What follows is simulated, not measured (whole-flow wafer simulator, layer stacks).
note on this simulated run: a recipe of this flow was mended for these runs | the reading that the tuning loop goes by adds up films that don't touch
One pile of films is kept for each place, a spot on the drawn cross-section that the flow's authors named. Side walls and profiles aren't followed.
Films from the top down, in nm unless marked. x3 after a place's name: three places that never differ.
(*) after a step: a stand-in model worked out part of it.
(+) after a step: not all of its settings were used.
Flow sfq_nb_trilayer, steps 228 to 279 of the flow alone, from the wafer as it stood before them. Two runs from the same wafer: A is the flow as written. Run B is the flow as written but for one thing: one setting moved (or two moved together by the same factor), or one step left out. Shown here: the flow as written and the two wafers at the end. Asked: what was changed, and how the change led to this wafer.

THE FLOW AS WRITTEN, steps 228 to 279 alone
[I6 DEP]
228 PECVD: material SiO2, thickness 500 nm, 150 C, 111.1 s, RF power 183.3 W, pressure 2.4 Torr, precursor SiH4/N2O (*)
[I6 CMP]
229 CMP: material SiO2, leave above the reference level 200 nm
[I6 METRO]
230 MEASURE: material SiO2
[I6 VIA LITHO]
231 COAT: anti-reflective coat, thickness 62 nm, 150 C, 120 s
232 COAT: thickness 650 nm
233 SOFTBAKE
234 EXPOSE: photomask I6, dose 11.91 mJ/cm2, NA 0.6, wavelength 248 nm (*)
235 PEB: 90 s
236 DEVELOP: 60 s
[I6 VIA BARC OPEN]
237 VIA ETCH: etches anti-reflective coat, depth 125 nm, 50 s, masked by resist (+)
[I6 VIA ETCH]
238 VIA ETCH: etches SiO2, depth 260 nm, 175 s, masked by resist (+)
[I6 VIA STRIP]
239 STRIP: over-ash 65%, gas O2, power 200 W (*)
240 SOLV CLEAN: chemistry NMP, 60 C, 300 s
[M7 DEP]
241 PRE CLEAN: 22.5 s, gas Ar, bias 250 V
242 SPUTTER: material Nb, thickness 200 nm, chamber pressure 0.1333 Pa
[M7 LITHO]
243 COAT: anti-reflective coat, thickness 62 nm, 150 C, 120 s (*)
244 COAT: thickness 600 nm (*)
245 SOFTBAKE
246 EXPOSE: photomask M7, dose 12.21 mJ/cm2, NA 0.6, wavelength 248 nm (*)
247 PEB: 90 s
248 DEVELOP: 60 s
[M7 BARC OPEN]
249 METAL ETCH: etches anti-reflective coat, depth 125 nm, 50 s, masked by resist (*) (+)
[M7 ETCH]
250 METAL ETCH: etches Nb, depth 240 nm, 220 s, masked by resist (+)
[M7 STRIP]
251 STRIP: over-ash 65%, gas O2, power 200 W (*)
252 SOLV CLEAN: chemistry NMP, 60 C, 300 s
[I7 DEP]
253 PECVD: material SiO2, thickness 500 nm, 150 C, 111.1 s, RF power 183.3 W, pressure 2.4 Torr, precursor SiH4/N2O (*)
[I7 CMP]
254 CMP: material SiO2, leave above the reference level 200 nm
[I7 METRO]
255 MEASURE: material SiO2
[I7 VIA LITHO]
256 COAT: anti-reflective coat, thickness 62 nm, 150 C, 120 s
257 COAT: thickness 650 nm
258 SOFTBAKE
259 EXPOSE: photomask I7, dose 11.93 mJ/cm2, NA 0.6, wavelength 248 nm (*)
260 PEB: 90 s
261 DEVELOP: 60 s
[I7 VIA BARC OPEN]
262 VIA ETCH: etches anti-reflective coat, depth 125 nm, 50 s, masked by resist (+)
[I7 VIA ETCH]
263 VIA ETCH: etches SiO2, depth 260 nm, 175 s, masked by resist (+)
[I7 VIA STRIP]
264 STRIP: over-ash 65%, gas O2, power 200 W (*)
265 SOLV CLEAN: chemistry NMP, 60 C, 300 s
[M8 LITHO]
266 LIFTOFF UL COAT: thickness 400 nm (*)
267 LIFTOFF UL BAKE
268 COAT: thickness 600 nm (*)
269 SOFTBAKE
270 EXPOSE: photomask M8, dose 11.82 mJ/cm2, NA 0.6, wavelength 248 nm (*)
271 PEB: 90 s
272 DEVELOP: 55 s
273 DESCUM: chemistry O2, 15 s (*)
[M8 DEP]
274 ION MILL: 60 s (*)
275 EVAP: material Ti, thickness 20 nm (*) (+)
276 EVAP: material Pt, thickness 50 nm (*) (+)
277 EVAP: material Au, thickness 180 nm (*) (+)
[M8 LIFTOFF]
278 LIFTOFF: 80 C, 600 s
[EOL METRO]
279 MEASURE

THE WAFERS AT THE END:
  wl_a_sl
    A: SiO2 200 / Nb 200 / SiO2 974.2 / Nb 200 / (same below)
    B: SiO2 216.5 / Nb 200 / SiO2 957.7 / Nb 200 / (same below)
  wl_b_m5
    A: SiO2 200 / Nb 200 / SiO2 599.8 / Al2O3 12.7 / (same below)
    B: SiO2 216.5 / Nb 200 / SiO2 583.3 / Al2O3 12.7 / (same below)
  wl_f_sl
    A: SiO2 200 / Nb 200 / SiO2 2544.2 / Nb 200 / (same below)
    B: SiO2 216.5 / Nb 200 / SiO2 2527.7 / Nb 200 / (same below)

The cause: step 228, PECVD: thickness 387.5 nm was run, where the flow has thickness 500 nm; step 228, PECVD: 86.11 s was run, where the flow has 111.1 s.

How the change led to this, step by step:
  228 PECVD: material SiO2, thickness 500 nm, 150 C, 111.1 s, RF power 183.3 W, pressure 2.4 Torr, precursor SiH4/N2O (*)
      field_l, p4_fl, p4_fm and 62 more: A SiO2 +500 | B SiO2 +387.5
      v_sur, via_wl, via_w and 21 more: A SiO2 +500 (new film) | B SiO2 +387.5 (new film)
      (and at 17 more places)
  229 CMP: material SiO2, leave above the reference level 200 nm
      field_l, p4_fl, p4_fm and 59 more: A SiO2 -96 | B nothing
      moat, field_r, lsp_l, ln_m5, lsp_m: A SiO2 -89.5 | B nothing
      (and at 39 more places)
  231 COAT: anti-reflective coat, thickness 62 nm, 150 C, 120 s
      m0r_line_l, m0r_line_r, m5r_space_l, m5r_space_r, m7r_line_l, m7r_line_r: A anti-reflective coat +62 (new film) | B anti-reflective coat +65.2 (new film)
      m0r_space_l, m0r_space_r, m7r_space_l, m7r_space_r: A anti-reflective coat +62 (new film) | B anti-reflective coat +66.4 (new film)
      (and at 58 more places)
  232 COAT: thickness 650 nm
      via_v: A KrF-resist-other-grade +650 (new film) | B KrF-resist-other-grade +631.5 (new film)
      be: A KrF-resist-other-grade +650 (new film) | B KrF-resist-other-grade +781.4 (new film)
  236 DEVELOP: 60 s
      via_v: A KrF-resist-other-grade -648.6 (all of it) | B KrF-resist-other-grade -630.1 (all of it)
  237 VIA ETCH: etches anti-reflective coat, depth 125 nm, 50 s, masked by resist (+)
      via_v: A anti-reflective coat -62 (all of it), SiO2 -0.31 | B anti-reflective coat -69.6 (all of it), SiO2 -0.28
  239 STRIP: over-ash 65%, gas O2, power 200 W (*)
      m0r_space_l, m0r_space_r, m7r_space_l, m7r_space_r: A KrF-resist-other-grade -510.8 (all of it), anti-reflective coat -62 (all of it) | B KrF-resist-other-grade -511 (all of it), anti-reflective coat -66.4 (all of it)
      wl_c_sr, wl_f_sl: A KrF-resist-other-grade -510.8 (all of it), anti-reflective coat -62 (all of it) | B KrF-resist-other-grade -510 (all of it), anti-reflective coat -66.5 (all of it)
      (and at 61 more places)
  242 SPUTTER: material Nb, thickness 200 nm, chamber pressure 0.1333 Pa
      be: A Nb +200 (new film) | B Nb +146.9 (new film)
  243 COAT: anti-reflective coat, thickness 62 nm, 150 C, 120 s (*)
      m0r_line_l, m0r_line_r, m7r_line_l, m7r_line_r: A anti-reflective coat +62 (new film) | B anti-reflective coat +64.6 (new film)
      m0r_space_l, m0r_space_r, m7r_space_l, m7r_space_r: A anti-reflective coat +62 (new film) | B anti-reflective coat +65.8 (new film)
      (and at 57 more places)
  244 COAT: thickness 600 nm (*)
      wire: A KrF-resist-other-grade +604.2 (new film) | B KrF-resist-other-grade +570.1 (new film)
      be: A KrF-resist-other-grade +585.4 (new film) | B KrF-resist-other-grade +734.2 (new film)
  249 METAL ETCH: etches anti-reflective coat, depth 125 nm, 50 s, masked by resist (*) (+)
      m0r_space_l, m0r_space_r, m7r_space_l, m7r_space_r: A anti-reflective coat -62 (all of it) | B anti-reflective coat -65.8 (all of it)
      m0r_line_l, m0r_line_r: A anti-reflective coat -62 (all of it) | B anti-reflective coat -64.6 (all of it)
      (and at 30 more places)
  251 STRIP: over-ash 65%, gas O2, power 200 W (*)
      m7r_line_l, m7r_line_r: A KrF-resist-other-grade -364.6 (all of it), anti-reflective coat -62 (all of it) | B KrF-resist-other-grade -365.8 (all of it), anti-reflective coat -64.6 (all of it)
      v_sur: A KrF-resist-other-grade -360.6 (all of it), anti-reflective coat -64.6 (all of it) | B KrF-resist-other-grade -358.6 (all of it), anti-reflective coat -57.5 (all of it)
      (and at 26 more places)
  253 PECVD: material SiO2, thickness 500 nm, 150 C, 111.1 s, RF power 183.3 W, pressure 2.4 Torr, precursor SiH4/N2O (*)
      be: A SiO2 +500 (new film) | B SiO2 +670.4 (new film)
  254 CMP: material SiO2, leave above the reference level 200 nm
      field_l, p4_fl, p4_fm and 48 more: A SiO2 -96 | B SiO2 -79.5
      wl_a_sl, wl_a_sr, wl_b_sl and 9 more: A SiO2 -300 | B SiO2 -283.5
      (and at 12 more places)
